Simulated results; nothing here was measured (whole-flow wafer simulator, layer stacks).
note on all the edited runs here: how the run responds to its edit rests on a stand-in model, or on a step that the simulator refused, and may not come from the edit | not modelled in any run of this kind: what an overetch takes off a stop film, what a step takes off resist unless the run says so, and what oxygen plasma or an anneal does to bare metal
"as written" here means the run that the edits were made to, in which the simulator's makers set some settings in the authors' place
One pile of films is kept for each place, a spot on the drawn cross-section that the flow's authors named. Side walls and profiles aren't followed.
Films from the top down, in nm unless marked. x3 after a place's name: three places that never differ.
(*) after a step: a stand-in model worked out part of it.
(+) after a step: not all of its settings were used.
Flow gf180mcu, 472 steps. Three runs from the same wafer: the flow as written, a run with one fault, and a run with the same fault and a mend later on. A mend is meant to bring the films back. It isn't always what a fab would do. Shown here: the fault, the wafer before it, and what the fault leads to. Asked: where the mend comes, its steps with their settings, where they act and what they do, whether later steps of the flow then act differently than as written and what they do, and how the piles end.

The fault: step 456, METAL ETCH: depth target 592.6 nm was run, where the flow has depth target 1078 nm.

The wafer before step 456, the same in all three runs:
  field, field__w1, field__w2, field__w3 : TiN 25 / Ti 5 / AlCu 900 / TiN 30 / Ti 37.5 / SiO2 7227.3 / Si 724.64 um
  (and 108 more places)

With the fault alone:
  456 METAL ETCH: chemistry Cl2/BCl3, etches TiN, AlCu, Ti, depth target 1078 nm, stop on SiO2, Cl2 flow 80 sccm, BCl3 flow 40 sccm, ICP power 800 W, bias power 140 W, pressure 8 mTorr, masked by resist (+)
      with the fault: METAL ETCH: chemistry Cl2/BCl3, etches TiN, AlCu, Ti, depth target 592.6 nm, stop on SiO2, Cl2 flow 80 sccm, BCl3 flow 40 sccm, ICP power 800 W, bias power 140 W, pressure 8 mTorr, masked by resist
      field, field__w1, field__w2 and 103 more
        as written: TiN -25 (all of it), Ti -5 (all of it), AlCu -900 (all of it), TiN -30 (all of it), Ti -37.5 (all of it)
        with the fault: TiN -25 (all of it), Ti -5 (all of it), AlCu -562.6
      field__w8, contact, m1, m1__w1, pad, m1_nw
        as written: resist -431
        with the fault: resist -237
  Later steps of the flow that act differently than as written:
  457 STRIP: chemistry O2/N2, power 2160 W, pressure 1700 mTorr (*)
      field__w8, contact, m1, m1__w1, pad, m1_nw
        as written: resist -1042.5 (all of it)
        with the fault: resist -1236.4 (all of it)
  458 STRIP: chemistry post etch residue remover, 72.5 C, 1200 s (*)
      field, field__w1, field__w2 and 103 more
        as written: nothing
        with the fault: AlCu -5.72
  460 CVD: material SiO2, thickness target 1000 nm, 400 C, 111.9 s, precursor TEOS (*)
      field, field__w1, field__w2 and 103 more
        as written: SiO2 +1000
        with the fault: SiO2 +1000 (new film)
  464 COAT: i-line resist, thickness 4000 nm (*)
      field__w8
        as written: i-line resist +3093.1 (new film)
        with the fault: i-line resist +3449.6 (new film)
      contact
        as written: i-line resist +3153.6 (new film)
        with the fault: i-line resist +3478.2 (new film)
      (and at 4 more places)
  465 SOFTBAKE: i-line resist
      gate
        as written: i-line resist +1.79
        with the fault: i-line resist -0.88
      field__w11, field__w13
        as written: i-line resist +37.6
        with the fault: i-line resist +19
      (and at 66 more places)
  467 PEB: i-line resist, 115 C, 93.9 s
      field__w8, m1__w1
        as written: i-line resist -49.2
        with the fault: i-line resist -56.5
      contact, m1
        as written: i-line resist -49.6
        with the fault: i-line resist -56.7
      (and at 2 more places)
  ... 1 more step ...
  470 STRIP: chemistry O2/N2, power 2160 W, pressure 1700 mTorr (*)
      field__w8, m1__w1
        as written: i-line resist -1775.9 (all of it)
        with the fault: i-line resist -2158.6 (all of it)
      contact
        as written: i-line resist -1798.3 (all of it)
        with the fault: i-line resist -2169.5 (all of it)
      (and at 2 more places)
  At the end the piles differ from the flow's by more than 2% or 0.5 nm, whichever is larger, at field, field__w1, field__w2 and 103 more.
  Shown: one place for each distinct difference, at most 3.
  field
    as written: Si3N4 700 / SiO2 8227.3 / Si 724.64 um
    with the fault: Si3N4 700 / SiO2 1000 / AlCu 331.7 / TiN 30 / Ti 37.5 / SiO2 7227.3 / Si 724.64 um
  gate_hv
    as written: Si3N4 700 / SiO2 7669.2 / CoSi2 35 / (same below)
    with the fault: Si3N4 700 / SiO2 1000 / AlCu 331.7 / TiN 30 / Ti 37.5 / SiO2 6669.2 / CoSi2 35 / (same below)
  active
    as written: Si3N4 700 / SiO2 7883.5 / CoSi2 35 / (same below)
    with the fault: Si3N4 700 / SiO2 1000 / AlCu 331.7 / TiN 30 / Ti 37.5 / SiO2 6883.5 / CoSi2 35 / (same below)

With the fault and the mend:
  The mend comes after step 458.
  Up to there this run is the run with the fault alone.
  458a DEHYDRATE: 200 C, 60 s (the flow's step 449 once more)
      changes no film at any place that is followed
  458b HMDS: 120 C, 60 s (the flow's step 450 once more)
      changes no film at any place that is followed
  458c COAT: resist, thickness 1500 nm (*) (the flow's step 451 once more)
      iso_ptap_pw, iso_ntap_nw, iso_nw_fld and 33 more
        resist +1500 (new film)
      field_sub, field_sub__w1, field_sub__w2 and 12 more
        resist +1507.8 (new film)
      p_well, sti, spacer, sd_n, mim_1p0, dice_street
        resist +1502.9 (new film)
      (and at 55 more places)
  458d SOFTBAKE: resist (the flow's step 452 once more)
      field__w5, field__w9
        resist -0.1
      ld_fp_n, gate_hv5
        resist -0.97
      ld_gate_p, nw_enc_fld_lv__w4
        resist -0.3
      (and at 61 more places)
  458e EXPOSE: photomask MetalTop (the flow's step 453 once more)
      changes no film at any place that is followed
  458f PEB: resist, 70.3 s (the flow's step 454 once more)
      field__w2, field__w3, field__w5 and 37 more
        resist -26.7
      iso_ptap_pw, iso_ntap_nw, iso_nw_fld and 33 more
        resist -26.5
      p_well, sti, spacer and 9 more
        resist -26.6
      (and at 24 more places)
  458g DEVELOP: thickness 1500 nm, 60 s (the flow's step 455 once more)
      iso_ptap_pw, iso_ntap_nw, iso_nw_fld and 33 more
        resist -1473.5 (all of it)
      field__w2, field__w3, field__w12, active_nat, sd_p_hv, gate_p_hv, npoly_sal, ppoly_sal
        resist -1481.3 (all of it)
      field__w11, field__w13, pplus_u, npoly_u, ppoly_u, nw_enc_fld_lv__w1, nw_enc_fld_lv__w4
        resist -1481.5 (all of it)
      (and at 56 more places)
  458h METAL ETCH: chemistry Cl2/BCl3, etches TiN, AlCu, Ti, depth target 484.9 nm, stop on SiO2, Cl2 flow 80 sccm, BCl3 flow 40 sccm, ICP power 800 W, bias power 140 W, pressure 8 mTorr, masked by resist (+) (the flow's step 456 once more, with other settings)
      field, field__w1, field__w2 and 103 more
        AlCu -331.7 (all of it), TiN -30 (all of it), Ti -37.5 (all of it)
      field__w8, contact, m1, m1__w1, pad, m1_nw
        resist -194
  458i STRIP: chemistry O2/N2, power 2160 W, pressure 1700 mTorr (*) (the flow's step 457 once more)
      field__w8
        resist -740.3 (all of it)
      contact
        resist -738.8 (all of it)
      m1
        resist -739 (all of it)
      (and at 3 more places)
  458j STRIP: chemistry post etch residue remover, 72.5 C, 1200 s (*) (the flow's step 458 once more)
      field__w8, contact, m1, m1__w1, pad, m1_nw
        TiN -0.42
  No later step of the flow acts differently than as written, at any place that is followed, by more than 2% or 0.5 nm, whichever is larger.
  At the end the piles differ from the flow's only slightly at the places that both follow, by at most 2% or 0.5 nm, whichever is larger.
